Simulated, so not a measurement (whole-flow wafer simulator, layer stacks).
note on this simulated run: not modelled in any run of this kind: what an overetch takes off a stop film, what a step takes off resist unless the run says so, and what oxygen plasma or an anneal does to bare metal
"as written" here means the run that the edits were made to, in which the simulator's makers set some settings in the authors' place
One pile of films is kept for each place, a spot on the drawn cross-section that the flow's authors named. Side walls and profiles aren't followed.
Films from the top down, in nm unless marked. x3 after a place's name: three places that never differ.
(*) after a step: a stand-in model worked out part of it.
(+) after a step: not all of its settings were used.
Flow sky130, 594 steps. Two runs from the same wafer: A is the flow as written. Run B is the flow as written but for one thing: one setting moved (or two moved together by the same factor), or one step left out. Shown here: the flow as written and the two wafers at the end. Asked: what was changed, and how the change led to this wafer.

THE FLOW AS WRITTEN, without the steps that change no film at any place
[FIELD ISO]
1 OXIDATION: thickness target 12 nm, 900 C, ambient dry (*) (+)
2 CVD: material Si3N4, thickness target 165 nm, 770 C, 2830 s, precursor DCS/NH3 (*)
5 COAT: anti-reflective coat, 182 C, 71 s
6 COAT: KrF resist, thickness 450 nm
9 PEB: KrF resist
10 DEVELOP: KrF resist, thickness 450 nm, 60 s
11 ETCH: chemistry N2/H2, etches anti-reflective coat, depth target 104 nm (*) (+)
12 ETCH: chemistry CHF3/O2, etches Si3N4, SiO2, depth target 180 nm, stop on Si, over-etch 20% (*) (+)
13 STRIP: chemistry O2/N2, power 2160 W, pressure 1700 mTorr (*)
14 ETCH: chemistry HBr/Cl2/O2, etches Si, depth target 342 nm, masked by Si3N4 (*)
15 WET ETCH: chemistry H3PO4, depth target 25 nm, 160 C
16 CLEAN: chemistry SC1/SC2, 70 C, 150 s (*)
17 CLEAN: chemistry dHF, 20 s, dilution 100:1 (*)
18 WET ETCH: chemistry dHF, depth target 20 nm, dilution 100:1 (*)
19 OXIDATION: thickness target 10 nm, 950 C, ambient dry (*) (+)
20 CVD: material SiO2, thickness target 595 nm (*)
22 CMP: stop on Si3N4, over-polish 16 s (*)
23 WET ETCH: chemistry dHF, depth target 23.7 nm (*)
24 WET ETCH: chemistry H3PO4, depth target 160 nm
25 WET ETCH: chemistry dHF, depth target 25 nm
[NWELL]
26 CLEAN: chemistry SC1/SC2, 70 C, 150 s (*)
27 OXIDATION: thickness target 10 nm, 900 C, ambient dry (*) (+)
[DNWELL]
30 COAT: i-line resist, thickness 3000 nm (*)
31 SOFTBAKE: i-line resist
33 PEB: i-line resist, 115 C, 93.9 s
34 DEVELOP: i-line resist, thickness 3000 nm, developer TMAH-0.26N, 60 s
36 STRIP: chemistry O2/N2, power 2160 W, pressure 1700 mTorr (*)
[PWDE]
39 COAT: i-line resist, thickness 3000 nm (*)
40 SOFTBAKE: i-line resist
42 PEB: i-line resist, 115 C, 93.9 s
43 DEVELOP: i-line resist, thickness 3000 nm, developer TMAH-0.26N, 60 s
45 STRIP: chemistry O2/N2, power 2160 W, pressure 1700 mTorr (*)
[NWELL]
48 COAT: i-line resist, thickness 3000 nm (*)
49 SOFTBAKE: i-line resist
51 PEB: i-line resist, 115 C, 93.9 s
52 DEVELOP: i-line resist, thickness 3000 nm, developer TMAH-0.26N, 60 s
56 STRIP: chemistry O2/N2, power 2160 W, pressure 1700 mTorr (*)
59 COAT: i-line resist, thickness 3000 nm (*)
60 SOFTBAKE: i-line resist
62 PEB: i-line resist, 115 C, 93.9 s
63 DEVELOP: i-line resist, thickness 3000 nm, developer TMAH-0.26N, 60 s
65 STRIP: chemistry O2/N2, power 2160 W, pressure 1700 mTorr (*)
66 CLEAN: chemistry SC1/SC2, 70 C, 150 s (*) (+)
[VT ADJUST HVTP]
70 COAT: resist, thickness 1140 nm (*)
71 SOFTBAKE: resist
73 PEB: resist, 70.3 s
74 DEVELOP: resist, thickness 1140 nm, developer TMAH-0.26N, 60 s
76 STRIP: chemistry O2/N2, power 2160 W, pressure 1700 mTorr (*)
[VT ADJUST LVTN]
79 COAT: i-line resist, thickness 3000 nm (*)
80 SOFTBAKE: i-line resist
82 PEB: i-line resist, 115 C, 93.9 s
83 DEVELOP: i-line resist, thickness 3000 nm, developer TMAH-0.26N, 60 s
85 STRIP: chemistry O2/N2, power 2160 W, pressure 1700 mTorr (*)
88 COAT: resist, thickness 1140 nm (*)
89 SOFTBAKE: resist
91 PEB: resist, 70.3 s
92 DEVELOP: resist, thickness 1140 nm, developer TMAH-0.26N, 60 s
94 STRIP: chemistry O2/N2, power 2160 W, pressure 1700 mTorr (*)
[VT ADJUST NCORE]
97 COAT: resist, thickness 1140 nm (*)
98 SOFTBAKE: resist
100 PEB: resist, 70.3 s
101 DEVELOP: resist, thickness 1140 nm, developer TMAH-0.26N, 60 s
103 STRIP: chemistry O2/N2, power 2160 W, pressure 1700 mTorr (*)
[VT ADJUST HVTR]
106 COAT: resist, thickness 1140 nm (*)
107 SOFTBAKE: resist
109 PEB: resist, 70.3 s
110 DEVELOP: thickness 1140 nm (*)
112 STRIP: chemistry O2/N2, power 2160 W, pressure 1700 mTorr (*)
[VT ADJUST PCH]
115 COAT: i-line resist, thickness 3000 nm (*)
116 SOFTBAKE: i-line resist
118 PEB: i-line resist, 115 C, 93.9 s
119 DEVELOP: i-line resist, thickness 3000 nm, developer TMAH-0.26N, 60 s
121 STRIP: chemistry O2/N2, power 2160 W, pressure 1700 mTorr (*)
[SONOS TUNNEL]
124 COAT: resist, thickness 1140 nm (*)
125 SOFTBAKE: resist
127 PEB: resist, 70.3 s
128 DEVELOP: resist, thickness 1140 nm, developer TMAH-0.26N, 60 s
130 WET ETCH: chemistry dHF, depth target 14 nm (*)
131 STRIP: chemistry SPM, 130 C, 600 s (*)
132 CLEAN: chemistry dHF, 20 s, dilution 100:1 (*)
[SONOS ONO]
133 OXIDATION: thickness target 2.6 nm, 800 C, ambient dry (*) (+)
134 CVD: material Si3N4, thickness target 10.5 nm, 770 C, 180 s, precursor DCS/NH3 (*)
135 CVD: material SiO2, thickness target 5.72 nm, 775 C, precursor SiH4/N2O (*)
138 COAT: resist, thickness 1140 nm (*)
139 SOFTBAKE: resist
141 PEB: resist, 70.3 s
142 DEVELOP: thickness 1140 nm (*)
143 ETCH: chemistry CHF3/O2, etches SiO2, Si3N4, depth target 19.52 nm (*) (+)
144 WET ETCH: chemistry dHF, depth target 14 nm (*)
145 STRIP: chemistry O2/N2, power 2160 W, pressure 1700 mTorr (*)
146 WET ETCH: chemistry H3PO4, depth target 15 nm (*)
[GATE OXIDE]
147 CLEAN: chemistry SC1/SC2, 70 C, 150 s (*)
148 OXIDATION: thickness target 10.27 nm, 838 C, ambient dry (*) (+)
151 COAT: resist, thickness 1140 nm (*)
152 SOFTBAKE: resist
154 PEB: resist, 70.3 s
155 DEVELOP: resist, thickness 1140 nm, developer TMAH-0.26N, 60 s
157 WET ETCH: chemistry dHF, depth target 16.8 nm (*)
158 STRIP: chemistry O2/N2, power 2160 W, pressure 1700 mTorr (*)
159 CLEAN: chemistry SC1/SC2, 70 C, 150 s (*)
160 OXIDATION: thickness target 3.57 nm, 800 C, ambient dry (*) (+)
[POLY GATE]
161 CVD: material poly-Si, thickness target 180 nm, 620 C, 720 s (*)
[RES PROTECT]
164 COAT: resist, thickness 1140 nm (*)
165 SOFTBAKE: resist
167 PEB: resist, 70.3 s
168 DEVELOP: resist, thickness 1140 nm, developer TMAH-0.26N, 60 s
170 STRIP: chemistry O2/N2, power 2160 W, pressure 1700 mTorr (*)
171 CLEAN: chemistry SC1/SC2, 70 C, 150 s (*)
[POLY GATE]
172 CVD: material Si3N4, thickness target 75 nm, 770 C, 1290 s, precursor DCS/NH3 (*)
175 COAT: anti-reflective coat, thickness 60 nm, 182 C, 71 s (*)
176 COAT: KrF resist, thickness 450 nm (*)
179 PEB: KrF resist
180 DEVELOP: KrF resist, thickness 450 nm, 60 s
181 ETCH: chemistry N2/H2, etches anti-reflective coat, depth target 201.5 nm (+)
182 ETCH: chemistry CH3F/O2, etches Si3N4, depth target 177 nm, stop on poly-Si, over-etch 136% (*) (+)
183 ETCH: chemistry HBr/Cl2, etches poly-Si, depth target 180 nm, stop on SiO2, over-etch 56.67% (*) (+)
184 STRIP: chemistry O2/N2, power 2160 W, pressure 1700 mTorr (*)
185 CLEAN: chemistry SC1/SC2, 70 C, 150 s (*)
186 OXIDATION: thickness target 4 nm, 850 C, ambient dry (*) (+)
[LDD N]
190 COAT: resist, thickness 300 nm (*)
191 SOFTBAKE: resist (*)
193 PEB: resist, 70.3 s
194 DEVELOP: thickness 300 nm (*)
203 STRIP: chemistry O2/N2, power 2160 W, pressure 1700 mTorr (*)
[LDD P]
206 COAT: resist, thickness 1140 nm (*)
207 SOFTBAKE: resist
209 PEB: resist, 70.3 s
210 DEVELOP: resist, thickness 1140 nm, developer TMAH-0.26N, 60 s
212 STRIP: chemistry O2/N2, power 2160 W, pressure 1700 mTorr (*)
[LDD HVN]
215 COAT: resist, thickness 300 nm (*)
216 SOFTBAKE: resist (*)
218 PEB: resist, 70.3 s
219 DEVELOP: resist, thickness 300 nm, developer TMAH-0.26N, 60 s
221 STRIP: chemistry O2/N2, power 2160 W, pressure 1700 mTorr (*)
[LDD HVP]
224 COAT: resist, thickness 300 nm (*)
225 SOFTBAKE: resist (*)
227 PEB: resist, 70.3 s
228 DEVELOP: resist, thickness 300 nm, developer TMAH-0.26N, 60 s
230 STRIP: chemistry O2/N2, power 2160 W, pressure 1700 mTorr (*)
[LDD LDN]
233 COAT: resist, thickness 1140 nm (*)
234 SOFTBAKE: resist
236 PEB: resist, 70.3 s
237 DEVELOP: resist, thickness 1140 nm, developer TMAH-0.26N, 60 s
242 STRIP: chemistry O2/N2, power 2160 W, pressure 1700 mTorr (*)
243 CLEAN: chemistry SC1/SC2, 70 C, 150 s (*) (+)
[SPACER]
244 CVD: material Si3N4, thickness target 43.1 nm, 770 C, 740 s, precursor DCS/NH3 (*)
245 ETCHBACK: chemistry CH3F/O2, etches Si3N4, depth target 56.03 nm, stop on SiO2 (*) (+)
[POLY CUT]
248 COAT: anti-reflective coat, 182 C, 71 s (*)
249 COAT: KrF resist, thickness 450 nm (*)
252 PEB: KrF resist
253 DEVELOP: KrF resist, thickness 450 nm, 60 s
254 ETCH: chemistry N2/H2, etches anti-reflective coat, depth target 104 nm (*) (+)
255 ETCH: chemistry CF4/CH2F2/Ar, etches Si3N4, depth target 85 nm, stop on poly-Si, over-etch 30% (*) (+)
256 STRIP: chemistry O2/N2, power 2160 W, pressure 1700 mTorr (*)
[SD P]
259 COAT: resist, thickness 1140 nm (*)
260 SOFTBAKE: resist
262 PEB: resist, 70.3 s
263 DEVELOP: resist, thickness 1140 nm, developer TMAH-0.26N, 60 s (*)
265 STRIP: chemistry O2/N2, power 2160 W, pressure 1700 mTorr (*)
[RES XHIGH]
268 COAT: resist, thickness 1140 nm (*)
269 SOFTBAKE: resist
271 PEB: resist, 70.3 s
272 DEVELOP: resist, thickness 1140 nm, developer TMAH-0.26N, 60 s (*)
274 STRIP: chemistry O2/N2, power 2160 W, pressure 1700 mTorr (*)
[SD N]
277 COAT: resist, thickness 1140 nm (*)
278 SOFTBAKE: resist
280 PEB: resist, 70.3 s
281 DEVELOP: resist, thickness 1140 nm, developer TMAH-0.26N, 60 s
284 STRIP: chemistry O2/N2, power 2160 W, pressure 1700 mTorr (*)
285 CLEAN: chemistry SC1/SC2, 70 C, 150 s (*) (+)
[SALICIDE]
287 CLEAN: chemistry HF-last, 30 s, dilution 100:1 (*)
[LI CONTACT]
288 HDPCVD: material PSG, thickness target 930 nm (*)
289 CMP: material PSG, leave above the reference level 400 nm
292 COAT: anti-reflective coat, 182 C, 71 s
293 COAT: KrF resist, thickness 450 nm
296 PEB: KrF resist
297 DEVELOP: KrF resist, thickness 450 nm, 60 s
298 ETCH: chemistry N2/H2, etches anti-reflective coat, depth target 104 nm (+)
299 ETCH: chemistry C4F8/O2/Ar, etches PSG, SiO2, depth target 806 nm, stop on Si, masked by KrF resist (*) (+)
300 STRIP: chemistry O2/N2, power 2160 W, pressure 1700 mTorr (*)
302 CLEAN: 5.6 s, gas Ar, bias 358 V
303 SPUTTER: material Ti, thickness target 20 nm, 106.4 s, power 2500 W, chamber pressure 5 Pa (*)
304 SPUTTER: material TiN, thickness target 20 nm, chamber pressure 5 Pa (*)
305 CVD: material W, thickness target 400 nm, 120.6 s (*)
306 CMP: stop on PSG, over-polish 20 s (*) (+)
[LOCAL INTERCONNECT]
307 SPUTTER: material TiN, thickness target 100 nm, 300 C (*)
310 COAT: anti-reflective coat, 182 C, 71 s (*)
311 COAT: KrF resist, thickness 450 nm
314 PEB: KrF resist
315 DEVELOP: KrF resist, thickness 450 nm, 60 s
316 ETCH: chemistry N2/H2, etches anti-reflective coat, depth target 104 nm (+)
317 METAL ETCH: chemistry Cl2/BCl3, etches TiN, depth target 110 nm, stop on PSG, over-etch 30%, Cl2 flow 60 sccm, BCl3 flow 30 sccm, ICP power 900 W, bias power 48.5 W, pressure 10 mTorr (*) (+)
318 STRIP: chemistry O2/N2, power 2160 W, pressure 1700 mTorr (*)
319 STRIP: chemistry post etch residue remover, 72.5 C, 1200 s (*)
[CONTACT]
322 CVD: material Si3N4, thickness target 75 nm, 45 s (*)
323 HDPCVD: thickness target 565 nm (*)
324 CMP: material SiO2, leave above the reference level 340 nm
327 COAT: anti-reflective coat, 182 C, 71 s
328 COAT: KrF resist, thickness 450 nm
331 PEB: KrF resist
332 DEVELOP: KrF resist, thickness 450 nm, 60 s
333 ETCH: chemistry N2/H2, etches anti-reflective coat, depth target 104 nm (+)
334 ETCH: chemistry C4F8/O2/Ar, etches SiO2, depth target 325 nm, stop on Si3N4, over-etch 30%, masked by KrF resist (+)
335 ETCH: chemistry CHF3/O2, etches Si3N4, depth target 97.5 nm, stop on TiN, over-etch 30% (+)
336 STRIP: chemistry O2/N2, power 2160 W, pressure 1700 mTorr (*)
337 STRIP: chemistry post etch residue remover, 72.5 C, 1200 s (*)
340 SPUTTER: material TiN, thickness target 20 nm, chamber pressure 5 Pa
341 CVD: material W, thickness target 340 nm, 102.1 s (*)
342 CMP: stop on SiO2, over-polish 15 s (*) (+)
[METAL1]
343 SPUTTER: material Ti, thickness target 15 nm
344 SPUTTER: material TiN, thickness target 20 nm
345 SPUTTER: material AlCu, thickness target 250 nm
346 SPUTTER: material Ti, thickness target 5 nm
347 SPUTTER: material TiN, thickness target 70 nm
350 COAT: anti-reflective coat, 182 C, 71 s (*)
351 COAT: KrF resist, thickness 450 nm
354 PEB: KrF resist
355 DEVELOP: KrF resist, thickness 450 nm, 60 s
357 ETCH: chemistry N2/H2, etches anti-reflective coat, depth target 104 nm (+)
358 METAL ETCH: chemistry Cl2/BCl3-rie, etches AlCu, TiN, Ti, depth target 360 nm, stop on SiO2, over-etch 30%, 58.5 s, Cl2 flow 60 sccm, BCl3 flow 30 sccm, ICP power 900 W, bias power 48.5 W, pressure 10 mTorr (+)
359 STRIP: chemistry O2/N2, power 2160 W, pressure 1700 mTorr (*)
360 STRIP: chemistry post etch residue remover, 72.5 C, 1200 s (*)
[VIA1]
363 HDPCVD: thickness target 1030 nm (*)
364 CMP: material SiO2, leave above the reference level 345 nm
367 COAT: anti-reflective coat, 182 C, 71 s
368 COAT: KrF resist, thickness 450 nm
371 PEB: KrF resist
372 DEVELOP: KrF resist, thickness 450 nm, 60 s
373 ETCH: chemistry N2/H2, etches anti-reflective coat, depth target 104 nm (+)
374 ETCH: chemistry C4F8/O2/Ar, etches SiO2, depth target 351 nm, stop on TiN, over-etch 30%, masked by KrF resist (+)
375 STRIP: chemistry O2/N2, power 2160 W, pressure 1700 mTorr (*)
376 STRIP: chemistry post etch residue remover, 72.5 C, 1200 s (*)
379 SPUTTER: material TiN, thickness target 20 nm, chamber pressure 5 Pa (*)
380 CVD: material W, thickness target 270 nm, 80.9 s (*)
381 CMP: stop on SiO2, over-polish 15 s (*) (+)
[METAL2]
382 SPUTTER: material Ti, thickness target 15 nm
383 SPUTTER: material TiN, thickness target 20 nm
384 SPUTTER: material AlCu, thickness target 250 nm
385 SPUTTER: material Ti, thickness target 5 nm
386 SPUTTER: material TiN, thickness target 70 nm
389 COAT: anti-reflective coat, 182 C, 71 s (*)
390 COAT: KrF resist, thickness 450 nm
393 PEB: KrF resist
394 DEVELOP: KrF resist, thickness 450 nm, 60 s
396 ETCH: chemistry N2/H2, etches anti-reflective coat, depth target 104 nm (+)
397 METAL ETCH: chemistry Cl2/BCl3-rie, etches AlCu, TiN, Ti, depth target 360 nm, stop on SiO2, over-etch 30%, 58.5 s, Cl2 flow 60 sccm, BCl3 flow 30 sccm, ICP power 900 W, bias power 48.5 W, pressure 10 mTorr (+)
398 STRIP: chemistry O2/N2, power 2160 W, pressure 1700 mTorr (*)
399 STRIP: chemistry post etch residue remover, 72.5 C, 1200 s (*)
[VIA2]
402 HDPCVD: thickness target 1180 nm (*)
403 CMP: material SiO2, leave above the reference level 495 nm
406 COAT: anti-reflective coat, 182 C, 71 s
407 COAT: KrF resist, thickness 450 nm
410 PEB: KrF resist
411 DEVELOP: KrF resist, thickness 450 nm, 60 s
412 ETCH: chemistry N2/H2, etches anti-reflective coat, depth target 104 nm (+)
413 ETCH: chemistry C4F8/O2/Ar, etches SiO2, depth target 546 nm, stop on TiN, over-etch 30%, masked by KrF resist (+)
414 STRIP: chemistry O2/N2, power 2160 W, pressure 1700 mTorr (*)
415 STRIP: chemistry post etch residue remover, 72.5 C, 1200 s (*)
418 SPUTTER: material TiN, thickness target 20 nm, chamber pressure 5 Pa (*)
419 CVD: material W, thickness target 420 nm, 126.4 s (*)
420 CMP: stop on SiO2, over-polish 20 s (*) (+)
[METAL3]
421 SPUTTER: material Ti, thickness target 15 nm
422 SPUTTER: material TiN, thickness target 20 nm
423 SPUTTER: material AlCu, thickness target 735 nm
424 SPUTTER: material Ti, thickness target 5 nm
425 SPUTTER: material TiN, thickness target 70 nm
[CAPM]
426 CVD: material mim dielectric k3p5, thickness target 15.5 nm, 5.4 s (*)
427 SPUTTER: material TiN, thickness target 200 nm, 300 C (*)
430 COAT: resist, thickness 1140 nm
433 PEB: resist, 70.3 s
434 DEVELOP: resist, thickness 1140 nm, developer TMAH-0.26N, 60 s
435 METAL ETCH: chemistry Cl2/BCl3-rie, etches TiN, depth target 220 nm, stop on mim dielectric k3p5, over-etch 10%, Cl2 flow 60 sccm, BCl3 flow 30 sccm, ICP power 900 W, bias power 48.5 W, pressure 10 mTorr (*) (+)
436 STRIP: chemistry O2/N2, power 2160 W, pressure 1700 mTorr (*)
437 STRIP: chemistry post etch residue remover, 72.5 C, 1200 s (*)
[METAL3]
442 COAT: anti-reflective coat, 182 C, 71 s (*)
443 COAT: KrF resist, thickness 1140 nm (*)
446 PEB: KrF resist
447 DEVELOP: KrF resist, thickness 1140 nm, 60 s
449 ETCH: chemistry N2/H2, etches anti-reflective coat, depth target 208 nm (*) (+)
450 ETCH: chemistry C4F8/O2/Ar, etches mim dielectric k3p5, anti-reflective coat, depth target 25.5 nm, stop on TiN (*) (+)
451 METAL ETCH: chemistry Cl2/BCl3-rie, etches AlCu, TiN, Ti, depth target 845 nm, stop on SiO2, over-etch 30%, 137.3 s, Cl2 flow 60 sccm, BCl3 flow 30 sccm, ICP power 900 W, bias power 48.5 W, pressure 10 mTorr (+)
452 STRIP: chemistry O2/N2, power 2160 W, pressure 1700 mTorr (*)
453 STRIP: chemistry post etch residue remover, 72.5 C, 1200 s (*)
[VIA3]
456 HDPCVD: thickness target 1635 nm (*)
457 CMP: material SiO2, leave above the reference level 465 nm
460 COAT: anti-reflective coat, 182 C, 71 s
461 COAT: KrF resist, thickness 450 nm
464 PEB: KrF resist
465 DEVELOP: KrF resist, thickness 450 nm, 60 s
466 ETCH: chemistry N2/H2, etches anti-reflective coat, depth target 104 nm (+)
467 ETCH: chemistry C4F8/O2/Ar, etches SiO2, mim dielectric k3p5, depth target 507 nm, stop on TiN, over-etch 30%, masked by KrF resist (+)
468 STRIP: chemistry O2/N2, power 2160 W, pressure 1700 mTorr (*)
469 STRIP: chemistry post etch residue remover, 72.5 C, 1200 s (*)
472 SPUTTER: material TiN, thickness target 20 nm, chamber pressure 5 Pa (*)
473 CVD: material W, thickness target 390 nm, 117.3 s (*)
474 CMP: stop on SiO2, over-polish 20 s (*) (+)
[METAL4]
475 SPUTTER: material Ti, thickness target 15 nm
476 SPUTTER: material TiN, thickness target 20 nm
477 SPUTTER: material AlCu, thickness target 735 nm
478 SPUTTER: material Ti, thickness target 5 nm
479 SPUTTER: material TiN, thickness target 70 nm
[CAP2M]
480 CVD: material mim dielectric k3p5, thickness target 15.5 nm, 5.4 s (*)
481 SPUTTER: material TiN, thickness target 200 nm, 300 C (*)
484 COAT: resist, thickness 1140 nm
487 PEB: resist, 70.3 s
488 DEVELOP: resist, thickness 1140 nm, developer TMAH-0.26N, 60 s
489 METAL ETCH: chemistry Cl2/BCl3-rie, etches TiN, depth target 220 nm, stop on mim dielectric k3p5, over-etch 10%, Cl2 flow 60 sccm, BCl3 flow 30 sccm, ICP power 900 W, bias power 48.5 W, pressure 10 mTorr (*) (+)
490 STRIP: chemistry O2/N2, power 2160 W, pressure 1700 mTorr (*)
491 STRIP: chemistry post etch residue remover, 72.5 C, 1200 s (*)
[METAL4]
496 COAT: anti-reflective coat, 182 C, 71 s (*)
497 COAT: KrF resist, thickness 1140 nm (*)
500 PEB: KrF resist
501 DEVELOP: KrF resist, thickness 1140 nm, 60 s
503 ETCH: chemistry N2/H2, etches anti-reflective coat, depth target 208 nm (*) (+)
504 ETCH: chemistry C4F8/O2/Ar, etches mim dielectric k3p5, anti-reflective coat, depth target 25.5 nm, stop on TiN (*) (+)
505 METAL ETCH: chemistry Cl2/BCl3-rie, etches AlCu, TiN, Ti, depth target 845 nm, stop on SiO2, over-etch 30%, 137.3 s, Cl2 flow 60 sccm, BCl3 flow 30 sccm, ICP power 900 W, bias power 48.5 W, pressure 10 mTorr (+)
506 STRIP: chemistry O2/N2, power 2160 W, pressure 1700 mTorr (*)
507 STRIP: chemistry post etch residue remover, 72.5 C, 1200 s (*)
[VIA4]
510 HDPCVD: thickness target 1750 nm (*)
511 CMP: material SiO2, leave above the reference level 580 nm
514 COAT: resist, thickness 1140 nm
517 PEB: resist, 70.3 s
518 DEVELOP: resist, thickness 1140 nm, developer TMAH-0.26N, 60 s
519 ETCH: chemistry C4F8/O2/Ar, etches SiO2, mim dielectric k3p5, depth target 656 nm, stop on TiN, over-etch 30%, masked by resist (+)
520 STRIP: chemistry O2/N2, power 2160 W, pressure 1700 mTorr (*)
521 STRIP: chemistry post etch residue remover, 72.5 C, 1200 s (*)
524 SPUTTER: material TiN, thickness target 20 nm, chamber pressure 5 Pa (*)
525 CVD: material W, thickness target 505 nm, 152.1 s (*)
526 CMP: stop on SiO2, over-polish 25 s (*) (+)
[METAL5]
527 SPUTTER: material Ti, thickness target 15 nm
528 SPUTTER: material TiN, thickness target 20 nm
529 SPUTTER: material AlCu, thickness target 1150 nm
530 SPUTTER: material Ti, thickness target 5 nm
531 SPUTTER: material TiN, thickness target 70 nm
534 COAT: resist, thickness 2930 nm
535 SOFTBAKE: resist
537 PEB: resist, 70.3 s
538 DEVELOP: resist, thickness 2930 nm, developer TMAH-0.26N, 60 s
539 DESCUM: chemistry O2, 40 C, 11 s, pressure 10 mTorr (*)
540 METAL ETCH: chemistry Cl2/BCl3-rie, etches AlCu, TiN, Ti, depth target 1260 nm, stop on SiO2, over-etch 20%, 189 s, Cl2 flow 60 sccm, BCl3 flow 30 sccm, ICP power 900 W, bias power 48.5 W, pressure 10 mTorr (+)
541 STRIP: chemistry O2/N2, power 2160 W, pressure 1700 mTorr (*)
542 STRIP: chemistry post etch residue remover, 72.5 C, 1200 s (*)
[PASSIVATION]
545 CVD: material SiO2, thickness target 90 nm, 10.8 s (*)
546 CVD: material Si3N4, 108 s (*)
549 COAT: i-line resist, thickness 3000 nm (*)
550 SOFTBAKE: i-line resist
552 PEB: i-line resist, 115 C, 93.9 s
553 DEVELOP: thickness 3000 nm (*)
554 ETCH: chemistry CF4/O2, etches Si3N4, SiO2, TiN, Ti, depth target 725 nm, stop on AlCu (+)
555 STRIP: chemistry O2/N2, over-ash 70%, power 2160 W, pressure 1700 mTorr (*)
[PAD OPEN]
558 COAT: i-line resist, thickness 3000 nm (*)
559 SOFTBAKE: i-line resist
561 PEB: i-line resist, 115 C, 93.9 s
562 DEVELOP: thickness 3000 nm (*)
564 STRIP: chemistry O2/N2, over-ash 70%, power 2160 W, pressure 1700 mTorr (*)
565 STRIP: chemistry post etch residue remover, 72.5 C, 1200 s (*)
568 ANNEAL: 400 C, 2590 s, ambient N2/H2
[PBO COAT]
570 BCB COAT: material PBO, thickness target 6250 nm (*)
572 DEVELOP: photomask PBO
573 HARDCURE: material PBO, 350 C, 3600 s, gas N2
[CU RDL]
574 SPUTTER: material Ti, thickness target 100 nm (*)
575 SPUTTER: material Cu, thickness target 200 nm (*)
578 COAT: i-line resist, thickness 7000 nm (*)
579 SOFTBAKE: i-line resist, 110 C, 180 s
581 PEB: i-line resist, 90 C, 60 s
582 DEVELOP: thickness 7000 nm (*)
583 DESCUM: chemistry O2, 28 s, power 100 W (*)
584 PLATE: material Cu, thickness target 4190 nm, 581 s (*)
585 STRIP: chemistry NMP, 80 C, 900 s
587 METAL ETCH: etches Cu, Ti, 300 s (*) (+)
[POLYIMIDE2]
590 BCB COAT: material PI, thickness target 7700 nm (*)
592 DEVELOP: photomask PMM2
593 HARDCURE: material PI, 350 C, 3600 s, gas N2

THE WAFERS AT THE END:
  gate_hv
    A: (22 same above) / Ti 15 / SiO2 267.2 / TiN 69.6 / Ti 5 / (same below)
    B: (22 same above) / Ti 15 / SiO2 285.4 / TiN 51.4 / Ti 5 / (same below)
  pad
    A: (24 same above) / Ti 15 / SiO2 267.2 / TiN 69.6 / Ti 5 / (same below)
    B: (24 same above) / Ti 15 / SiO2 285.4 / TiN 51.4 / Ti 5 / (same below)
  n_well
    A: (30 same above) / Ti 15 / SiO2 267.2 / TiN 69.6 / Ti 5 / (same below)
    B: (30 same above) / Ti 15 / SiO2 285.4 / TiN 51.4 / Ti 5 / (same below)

The cause: step 347, SPUTTER: thickness target 51.8 nm was run, where the flow has thickness target 70 nm.

How the change led to this, step by step:
  347 SPUTTER: material TiN, thickness target 70 nm
      field, active, n_well and 188 more: A TiN +70 (new film) | B TiN +51.8 (new film)
  358 METAL ETCH: chemistry Cl2/BCl3-rie, etches AlCu, TiN, Ti, depth target 360 nm, stop on SiO2, over-etch 30%, 58.5 s, Cl2 flow 60 sccm, BCl3 flow 30 sccm, ICP power 900 W, bias power 48.5 W, pressure 10 mTorr (+)
      field, active, gate and 81 more: A TiN -68.7 (all of it), Ti -5 (all of it), AlCu -250 (all of it), TiN -20 (all of it), Ti -15 (all of it), SiO2 -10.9 | B TiN -50.5 (all of it), Ti -5 (all of it), AlCu -250 (all of it), TiN -20 (all of it), Ti -15 (all of it), SiO2 -12.8
  364 CMP: material SiO2, leave above the reference level 345 nm
      n_well, p_well, gate_hv and 100 more: A SiO2 -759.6 | B SiO2 -741.4
      poly_licon, ndiff_licon, ndiff_licon_cpp, rpo_hd_licon: A SiO2 -759 | B SiO2 -740.8
  374 ETCH: chemistry C4F8/O2/Ar, etches SiO2, depth target 351 nm, stop on TiN, over-etch 30%, masked by KrF resist (+)
      m1, via1_hole: A SiO2 -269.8 (all of it) | B SiO2 -288 (all of it)
  380 CVD: material W, thickness target 270 nm, 80.9 s (*)
      m1, via1_hole: A W +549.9 (new film) | B W +568.4 (new film)
